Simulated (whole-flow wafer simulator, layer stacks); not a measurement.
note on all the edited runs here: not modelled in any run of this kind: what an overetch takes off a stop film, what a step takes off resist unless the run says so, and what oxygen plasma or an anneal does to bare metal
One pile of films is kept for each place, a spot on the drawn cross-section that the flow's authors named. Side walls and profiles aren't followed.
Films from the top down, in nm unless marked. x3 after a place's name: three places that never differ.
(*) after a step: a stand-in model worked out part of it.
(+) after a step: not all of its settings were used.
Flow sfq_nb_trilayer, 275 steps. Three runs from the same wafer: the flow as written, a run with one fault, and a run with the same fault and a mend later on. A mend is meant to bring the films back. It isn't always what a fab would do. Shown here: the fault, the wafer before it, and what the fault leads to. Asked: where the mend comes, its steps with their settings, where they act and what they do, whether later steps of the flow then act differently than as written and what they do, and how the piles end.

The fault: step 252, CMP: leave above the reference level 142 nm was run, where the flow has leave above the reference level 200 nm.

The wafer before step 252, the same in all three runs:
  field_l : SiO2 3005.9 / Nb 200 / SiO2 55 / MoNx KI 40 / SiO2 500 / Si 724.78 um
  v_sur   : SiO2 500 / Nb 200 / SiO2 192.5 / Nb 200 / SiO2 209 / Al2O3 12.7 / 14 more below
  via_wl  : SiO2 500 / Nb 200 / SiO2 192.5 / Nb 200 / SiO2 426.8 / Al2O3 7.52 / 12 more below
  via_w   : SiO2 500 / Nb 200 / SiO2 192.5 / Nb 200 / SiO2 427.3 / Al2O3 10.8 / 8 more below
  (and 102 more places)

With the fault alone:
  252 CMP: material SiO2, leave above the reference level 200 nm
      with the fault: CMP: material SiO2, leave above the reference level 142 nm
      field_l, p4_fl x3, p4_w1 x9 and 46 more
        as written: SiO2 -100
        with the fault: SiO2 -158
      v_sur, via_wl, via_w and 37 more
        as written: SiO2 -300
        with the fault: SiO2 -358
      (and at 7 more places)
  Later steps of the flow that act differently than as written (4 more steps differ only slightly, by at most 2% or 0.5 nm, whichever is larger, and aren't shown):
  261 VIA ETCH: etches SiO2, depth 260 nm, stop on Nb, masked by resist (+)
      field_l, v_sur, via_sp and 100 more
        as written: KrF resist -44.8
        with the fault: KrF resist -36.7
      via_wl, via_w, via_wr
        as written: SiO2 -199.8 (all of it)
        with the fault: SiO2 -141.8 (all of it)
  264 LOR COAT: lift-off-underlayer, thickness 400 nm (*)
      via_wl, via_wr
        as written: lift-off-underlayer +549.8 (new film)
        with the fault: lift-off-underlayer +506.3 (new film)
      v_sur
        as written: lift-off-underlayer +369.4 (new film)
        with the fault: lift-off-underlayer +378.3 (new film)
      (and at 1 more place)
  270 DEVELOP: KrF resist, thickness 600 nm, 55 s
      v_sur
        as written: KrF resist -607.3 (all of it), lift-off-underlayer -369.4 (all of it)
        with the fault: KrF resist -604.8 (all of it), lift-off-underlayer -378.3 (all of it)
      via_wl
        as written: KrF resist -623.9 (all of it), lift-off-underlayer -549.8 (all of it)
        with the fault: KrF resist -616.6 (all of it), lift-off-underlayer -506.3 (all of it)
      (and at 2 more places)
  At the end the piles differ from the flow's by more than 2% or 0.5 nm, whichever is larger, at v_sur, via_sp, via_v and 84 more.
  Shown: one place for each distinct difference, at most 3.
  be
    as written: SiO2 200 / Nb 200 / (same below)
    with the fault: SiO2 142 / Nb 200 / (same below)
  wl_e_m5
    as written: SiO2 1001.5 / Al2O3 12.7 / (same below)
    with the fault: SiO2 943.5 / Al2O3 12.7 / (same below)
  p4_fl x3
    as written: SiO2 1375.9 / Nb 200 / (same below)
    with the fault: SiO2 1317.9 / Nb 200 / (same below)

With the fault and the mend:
  The mend comes after step 253.
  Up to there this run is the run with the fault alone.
  253a PECVD: material SiO2, thickness 58 nm, 150 C, 12.89 s, RF power 183.3 W, pressure 2.4 Torr, precursor SiH4/N2O (the flow's step 251 once more, with other settings)
      field_l, v_sur, via_wl and 103 more
        SiO2 +58
  No later step of the flow acts differently than as written at any place that is followed.
  At the end the piles are the same as the flow's at every place that both follow.
